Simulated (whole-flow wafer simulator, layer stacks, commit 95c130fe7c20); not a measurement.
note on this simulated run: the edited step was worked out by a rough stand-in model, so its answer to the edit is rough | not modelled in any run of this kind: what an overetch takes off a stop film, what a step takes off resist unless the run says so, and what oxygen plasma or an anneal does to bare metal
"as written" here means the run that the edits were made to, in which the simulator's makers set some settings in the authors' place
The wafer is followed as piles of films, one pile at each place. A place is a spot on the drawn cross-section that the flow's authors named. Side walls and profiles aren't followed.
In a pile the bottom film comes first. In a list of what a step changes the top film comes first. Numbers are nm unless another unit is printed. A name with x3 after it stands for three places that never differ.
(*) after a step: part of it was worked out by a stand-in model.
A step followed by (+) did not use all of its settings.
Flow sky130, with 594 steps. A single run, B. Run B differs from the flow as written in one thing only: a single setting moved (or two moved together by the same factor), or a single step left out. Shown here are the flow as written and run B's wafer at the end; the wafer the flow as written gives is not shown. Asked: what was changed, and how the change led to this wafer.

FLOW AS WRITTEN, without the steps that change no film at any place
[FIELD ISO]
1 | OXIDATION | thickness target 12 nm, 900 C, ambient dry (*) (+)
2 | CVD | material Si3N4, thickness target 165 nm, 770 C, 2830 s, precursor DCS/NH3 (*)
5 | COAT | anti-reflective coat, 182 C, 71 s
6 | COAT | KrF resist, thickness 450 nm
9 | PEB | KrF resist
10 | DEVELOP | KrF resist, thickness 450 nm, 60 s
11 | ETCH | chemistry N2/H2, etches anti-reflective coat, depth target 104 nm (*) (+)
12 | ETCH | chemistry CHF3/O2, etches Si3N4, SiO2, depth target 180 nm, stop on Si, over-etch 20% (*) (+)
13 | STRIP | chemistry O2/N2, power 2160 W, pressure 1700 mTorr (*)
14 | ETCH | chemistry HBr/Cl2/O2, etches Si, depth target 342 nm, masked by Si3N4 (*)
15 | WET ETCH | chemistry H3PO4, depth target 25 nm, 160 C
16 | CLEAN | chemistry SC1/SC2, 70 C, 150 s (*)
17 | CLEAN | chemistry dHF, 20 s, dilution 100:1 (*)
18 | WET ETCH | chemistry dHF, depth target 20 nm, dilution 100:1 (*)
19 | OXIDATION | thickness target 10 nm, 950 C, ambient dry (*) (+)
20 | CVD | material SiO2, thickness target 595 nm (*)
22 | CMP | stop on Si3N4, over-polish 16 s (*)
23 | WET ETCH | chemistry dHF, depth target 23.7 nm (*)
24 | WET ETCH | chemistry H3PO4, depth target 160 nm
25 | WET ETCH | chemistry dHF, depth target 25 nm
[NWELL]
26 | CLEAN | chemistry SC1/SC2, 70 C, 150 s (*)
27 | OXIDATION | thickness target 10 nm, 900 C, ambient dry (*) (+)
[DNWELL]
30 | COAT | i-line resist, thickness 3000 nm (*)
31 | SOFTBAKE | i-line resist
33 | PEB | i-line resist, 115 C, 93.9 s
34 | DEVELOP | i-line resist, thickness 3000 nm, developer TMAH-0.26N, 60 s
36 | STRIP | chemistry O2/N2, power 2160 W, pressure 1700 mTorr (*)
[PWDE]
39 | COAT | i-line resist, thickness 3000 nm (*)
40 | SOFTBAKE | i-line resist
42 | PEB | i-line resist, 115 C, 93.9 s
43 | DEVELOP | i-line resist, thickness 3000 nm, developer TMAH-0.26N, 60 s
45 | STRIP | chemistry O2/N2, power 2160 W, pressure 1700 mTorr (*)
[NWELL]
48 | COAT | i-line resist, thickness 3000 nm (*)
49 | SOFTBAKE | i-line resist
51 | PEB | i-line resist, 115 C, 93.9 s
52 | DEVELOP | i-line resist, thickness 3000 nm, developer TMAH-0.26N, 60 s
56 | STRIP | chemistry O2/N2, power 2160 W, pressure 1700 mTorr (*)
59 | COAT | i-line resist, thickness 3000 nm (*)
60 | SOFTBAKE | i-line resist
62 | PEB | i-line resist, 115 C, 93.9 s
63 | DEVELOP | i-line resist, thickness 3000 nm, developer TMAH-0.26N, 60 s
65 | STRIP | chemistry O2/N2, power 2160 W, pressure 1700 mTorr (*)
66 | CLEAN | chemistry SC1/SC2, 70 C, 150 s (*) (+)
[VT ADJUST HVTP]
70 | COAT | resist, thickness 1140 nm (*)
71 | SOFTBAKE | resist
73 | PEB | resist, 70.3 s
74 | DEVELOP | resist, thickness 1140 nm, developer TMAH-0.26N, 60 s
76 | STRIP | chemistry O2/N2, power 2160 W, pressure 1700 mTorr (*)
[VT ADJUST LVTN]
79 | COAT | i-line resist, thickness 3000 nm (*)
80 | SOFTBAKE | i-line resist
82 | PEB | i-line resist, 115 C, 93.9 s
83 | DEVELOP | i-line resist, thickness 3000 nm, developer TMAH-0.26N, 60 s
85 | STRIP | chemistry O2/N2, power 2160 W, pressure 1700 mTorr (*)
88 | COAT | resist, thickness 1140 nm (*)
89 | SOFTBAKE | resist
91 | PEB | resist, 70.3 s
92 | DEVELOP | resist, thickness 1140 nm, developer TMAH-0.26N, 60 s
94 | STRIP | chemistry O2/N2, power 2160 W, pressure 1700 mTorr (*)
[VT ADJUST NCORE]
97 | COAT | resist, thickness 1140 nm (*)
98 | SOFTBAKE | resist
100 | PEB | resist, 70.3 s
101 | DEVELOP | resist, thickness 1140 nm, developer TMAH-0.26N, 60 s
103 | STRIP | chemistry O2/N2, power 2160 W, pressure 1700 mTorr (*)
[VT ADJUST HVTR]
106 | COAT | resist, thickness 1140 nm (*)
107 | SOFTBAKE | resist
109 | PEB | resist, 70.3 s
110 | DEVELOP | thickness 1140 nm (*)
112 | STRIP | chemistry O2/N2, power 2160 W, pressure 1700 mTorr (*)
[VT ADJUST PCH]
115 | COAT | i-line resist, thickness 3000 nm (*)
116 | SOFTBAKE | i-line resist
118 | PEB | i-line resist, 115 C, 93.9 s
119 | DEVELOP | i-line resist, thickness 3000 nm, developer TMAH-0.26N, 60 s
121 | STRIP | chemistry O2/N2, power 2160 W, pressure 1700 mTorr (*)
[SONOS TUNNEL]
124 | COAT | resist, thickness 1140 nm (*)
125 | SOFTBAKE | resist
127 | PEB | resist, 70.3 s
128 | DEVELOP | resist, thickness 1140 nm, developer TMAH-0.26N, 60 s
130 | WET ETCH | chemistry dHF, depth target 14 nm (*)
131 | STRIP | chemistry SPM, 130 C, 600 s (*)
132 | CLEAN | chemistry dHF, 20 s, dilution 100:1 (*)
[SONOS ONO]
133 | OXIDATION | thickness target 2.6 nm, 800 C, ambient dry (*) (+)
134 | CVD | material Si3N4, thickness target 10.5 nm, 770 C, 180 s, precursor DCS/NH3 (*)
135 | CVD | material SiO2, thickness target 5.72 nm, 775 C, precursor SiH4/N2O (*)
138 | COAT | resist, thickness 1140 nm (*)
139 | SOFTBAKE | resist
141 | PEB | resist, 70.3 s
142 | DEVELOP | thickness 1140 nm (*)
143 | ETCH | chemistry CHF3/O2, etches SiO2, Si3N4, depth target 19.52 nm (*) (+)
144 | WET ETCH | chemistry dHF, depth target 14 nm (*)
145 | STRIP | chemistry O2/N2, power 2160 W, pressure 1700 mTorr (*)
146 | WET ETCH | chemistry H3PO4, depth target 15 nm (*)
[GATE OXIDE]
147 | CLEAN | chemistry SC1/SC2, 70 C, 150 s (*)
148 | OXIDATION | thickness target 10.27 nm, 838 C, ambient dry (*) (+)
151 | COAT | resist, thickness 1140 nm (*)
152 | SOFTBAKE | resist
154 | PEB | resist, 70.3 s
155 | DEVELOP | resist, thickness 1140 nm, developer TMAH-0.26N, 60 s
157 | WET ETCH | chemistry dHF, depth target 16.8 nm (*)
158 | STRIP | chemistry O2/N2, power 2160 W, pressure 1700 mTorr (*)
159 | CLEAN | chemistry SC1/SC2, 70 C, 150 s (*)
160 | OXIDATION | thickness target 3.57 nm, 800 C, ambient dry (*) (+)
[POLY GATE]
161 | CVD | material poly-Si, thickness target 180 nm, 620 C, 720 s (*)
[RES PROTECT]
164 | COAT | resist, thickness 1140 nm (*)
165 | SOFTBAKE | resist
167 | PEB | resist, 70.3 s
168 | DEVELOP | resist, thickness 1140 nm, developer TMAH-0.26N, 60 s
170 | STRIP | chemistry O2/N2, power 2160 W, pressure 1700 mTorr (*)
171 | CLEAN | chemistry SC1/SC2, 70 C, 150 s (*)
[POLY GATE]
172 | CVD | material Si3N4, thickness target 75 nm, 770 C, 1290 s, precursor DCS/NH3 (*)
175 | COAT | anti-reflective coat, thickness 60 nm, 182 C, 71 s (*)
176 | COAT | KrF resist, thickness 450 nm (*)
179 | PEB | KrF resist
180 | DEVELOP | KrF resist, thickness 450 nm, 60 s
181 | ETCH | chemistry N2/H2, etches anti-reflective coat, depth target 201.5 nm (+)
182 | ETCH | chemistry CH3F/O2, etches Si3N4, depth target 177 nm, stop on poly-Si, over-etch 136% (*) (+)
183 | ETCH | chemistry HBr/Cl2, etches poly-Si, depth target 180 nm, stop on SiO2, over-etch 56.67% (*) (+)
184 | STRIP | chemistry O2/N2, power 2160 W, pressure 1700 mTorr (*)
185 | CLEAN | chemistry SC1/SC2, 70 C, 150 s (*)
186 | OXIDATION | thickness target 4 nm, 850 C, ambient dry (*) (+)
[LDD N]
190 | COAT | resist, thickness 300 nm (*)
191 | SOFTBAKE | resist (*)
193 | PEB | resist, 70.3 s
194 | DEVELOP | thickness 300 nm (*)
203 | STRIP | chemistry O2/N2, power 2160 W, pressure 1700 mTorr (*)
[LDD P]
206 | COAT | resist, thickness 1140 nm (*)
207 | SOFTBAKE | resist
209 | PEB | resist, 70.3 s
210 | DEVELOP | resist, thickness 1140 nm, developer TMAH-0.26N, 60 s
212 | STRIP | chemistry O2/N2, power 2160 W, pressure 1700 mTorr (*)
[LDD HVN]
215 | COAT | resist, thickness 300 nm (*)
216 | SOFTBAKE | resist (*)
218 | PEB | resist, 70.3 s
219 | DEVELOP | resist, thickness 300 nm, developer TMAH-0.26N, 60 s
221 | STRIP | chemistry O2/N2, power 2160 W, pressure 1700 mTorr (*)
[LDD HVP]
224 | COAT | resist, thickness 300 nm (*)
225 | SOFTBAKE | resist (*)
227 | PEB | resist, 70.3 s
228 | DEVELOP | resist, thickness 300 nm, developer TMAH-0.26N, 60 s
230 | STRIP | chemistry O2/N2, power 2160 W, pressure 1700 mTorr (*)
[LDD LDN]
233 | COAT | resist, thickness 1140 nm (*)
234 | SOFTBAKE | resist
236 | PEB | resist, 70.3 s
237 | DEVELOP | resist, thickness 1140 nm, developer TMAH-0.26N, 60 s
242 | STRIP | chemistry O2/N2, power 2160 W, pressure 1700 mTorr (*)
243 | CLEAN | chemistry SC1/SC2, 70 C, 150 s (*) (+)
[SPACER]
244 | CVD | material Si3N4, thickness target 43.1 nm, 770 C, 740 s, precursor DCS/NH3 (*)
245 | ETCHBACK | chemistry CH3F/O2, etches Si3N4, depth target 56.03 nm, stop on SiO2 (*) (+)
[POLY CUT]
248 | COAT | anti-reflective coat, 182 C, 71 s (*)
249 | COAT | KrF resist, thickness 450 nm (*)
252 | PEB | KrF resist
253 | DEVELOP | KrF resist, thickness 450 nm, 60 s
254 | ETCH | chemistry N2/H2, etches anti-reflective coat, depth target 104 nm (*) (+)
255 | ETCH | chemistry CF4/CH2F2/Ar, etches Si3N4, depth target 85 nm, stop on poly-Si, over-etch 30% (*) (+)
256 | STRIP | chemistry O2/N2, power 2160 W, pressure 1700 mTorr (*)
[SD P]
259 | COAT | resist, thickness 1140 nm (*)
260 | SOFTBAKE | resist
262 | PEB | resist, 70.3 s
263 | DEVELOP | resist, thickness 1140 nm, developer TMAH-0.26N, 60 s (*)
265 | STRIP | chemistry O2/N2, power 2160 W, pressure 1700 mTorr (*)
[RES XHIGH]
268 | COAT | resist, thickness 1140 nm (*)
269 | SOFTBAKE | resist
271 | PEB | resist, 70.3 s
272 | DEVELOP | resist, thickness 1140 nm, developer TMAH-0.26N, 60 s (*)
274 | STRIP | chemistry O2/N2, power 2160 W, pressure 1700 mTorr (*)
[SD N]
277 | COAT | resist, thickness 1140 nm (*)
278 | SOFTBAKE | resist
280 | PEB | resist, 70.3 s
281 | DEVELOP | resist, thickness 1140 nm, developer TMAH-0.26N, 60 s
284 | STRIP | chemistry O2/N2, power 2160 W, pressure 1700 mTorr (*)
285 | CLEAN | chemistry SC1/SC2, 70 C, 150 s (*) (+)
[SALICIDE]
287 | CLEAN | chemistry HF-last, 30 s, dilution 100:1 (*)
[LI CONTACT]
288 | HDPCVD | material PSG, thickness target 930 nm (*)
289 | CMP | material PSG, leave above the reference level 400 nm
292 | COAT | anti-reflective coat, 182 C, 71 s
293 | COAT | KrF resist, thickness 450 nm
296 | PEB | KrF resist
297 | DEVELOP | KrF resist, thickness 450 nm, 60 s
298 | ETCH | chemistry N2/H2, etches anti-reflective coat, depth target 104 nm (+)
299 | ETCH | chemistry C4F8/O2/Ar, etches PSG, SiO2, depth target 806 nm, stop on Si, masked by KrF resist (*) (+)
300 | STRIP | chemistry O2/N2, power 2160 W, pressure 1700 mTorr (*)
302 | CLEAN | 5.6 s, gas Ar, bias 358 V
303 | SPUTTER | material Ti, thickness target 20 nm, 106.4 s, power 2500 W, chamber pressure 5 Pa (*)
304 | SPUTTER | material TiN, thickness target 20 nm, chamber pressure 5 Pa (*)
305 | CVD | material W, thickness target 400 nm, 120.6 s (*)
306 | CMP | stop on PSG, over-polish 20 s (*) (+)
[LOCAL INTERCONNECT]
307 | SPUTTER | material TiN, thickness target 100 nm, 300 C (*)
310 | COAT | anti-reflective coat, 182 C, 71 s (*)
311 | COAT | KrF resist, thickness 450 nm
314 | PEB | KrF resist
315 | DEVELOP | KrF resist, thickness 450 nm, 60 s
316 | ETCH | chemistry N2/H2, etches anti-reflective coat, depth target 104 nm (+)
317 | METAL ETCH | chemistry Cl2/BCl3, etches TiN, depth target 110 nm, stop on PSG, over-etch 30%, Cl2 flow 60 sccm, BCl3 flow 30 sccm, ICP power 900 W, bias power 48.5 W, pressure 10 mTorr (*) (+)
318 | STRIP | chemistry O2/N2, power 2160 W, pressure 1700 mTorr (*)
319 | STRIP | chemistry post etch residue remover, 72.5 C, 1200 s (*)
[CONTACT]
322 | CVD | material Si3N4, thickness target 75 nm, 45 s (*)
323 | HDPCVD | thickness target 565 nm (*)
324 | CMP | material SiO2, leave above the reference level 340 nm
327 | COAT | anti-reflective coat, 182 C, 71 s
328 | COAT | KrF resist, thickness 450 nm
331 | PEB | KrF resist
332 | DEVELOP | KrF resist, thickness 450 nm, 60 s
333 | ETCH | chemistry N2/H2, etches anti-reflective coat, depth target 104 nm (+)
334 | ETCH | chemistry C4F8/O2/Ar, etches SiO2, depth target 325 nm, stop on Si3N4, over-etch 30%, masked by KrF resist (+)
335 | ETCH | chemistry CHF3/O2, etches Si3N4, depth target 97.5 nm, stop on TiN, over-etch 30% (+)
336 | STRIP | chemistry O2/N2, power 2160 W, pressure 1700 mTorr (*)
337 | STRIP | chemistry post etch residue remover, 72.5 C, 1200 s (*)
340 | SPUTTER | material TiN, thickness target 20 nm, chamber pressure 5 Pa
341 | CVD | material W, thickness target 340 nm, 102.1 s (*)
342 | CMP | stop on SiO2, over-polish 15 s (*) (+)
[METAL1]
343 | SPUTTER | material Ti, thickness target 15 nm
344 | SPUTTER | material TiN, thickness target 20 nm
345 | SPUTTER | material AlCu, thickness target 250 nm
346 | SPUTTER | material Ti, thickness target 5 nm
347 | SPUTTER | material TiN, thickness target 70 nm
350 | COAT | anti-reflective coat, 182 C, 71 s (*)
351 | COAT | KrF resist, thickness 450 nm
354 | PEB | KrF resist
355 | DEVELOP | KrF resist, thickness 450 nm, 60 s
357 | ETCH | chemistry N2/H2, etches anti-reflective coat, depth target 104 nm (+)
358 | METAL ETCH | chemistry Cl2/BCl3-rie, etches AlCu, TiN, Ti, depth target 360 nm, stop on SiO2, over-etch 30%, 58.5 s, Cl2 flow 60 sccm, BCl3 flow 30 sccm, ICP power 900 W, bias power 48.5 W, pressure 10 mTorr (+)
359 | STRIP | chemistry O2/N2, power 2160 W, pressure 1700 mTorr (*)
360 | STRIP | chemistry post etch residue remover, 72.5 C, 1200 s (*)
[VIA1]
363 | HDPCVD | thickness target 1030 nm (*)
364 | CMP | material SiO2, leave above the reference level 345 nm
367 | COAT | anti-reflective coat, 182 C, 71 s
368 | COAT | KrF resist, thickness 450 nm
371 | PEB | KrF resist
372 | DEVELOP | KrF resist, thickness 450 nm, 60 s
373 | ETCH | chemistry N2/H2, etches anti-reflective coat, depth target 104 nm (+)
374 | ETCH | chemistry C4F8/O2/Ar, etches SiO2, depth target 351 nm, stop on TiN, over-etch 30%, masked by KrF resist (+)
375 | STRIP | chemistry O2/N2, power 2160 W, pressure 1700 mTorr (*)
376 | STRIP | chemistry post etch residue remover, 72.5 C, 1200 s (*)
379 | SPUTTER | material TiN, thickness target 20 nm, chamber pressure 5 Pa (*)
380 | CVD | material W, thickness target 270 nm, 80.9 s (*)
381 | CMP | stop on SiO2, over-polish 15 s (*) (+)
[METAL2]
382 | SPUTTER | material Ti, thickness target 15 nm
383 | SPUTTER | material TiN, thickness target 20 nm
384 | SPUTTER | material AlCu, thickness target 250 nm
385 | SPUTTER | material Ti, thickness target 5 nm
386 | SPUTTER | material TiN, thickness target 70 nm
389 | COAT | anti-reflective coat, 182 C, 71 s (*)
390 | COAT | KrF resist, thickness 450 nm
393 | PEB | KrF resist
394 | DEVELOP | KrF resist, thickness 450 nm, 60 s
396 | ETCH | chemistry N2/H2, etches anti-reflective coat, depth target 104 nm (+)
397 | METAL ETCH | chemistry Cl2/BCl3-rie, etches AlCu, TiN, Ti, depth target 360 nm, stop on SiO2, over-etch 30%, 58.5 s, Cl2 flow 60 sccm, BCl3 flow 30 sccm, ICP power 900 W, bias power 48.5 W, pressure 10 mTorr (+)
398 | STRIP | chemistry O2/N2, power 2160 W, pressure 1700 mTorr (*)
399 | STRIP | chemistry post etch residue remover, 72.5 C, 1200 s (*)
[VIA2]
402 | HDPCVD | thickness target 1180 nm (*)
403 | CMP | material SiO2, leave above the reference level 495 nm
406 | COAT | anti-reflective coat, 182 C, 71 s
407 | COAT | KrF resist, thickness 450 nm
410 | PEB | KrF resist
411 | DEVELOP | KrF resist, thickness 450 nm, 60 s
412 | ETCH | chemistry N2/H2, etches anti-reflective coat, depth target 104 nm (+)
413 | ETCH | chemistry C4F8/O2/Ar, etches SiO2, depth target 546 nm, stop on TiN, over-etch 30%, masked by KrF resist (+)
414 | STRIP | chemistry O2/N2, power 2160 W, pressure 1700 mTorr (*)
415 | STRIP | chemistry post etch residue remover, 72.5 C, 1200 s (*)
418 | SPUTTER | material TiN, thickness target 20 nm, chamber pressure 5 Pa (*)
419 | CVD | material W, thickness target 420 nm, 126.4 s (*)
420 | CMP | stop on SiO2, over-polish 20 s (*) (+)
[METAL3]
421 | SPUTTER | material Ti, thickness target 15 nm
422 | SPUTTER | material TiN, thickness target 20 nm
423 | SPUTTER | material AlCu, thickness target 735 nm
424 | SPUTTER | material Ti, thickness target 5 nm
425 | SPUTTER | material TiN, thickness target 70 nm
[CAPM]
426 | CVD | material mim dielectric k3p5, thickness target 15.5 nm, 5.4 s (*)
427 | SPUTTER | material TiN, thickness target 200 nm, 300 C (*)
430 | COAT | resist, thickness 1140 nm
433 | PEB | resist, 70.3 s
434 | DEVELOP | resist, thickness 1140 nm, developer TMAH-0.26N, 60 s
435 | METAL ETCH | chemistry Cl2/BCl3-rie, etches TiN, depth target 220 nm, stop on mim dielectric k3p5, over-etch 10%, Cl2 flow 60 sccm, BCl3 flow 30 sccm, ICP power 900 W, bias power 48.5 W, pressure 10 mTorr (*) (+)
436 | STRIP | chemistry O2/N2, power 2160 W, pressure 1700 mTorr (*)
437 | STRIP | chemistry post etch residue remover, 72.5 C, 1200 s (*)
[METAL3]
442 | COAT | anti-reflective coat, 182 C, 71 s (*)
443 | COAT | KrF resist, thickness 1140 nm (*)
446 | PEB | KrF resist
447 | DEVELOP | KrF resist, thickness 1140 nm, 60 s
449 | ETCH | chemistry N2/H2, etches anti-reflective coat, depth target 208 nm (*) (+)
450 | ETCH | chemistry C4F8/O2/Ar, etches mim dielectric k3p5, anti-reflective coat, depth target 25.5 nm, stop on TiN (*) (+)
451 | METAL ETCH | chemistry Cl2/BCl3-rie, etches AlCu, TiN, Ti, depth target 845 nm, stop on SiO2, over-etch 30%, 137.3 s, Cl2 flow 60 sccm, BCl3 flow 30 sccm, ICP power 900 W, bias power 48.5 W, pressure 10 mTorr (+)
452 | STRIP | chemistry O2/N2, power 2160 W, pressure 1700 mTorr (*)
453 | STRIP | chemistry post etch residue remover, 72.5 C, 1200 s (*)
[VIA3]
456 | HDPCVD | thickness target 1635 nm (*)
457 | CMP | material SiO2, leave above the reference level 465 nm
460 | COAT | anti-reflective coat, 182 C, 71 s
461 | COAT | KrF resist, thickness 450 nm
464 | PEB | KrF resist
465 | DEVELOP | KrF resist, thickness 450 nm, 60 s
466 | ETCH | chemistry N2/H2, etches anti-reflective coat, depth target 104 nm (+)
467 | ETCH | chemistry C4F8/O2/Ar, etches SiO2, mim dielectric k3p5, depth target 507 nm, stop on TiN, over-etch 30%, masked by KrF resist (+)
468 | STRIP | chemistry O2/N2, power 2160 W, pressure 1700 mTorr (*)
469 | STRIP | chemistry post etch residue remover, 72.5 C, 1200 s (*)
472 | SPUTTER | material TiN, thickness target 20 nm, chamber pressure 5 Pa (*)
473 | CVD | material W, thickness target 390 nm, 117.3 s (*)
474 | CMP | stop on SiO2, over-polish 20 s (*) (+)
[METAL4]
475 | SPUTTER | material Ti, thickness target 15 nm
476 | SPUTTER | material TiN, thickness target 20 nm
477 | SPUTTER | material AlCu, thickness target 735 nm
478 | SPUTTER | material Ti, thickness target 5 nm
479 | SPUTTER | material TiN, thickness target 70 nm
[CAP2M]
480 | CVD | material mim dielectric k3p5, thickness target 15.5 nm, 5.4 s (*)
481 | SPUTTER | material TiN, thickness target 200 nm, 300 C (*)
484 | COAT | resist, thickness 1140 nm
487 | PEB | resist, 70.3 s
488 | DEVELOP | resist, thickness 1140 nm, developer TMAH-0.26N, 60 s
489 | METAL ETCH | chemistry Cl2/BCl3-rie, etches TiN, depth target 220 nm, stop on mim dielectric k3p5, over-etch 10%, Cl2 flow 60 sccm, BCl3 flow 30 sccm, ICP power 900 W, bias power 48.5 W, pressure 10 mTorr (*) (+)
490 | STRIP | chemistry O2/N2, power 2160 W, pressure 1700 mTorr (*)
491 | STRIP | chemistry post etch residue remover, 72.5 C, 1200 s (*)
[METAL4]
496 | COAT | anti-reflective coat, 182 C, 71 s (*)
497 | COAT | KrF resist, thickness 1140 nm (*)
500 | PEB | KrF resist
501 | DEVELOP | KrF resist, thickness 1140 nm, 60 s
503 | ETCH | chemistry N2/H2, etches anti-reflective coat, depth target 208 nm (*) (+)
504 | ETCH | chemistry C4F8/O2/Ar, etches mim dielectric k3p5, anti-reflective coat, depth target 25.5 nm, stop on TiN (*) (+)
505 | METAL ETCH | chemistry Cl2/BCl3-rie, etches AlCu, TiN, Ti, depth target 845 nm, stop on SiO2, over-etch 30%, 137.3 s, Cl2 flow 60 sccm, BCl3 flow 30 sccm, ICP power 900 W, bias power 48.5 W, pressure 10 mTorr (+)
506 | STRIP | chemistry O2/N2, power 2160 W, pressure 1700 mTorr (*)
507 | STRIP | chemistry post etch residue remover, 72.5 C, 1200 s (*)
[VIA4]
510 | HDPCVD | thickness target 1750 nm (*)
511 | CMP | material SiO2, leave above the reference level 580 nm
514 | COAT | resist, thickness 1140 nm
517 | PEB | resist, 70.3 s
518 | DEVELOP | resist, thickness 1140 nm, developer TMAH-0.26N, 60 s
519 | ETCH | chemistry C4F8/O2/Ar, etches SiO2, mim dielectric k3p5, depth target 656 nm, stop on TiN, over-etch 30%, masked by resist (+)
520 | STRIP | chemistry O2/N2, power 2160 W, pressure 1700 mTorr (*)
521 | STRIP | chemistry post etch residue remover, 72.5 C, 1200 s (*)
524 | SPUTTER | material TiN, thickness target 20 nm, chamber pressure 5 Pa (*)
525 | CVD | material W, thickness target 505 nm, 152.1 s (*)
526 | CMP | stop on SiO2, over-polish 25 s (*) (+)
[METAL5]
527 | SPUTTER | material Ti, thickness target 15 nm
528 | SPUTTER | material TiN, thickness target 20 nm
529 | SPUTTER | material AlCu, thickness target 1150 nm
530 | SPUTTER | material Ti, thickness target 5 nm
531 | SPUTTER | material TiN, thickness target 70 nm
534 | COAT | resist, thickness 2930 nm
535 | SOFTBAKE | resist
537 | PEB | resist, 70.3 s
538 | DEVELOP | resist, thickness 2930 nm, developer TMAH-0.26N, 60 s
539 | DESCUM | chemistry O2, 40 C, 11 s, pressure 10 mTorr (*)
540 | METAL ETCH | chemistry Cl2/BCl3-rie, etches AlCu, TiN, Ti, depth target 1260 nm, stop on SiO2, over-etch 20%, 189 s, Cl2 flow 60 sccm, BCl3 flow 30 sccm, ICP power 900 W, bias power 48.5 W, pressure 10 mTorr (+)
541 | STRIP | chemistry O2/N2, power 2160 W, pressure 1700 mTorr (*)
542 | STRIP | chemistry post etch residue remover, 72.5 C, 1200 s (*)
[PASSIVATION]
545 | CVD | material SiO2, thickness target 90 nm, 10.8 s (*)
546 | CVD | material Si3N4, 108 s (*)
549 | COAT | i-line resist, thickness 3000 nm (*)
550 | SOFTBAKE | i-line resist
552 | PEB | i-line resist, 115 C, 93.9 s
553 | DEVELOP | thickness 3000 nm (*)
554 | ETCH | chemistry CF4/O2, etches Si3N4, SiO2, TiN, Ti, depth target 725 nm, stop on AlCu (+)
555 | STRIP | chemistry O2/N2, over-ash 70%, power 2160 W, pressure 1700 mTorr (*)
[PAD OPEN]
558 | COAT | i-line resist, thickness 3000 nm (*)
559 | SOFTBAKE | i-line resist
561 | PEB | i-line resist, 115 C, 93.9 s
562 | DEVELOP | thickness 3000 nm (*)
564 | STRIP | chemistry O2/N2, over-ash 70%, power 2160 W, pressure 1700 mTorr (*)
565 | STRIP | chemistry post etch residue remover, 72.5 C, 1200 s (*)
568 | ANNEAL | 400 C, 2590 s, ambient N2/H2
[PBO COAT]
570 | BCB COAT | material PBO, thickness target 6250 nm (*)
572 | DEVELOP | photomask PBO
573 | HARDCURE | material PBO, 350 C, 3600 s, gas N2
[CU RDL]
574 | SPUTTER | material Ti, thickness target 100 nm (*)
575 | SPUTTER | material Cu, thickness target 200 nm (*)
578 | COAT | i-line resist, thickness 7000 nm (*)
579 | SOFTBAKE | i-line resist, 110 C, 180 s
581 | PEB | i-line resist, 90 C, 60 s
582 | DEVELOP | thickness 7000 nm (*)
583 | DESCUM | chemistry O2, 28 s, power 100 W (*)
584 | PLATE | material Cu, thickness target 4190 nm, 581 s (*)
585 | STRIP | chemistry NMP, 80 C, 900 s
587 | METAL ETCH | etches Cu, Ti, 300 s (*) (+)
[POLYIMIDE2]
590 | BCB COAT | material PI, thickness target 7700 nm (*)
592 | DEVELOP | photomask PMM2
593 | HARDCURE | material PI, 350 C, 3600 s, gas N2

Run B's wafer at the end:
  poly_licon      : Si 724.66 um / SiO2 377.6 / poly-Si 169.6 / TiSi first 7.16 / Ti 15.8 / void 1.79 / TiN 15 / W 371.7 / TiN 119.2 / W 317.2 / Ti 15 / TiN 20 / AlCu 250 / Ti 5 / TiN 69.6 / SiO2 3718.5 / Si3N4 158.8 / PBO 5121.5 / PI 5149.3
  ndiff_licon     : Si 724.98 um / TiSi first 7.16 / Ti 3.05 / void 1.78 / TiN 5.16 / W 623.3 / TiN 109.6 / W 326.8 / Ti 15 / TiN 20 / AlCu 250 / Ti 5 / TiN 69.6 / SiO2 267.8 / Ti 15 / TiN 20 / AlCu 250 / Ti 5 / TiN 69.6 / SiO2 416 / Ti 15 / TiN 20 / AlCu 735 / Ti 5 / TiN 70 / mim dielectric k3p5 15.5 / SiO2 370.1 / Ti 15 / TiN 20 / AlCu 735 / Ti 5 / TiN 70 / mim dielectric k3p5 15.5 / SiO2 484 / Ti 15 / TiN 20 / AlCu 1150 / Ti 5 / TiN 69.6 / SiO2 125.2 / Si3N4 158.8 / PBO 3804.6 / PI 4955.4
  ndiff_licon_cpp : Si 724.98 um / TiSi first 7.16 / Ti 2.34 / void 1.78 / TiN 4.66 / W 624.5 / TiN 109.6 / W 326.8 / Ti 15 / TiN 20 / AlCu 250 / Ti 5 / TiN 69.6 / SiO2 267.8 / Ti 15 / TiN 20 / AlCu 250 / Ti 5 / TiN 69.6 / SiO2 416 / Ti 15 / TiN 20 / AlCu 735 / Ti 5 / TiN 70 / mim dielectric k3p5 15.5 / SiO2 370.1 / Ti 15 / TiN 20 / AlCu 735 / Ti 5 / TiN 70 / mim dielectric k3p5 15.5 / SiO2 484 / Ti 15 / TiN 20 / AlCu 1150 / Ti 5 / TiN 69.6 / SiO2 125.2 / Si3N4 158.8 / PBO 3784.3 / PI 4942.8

The reason: step 304, SPUTTER: thickness target 15 nm was run, though the flow has thickness target 20 nm.
One can read it off the wafer: poly_licon has TiN 15, and step 304 as written asks for 20 nm.

How this came from the change, step by step:
  304 | SPUTTER | material TiN, thickness target 20 nm, chamber pressure 5 Pa (*)
      field, active, n_well and 185 more: TiN gains 15 (new film) (it would be, as written: TiN gains 20 (new film))
      ndiff_licon: TiN gains 5.16 (new film) (it would be, as written: TiN gains 6.83 (new film))
      (and at 2 other places as well)
  306 | CMP | stop on PSG, over-polish 20 s (*) (+)
      field, active, n_well and 184 more: W loses 400 (all of it), TiN loses 15 (all of it), Ti loses 20 (all of it), PSG loses 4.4 (it would be, as written: W loses 400 (all of it), TiN loses 20 (all of it), Ti loses 20 (all of it), PSG loses 4.4)
      poly_licon: W loses 28.3 (it would be, as written: W loses 33.3)
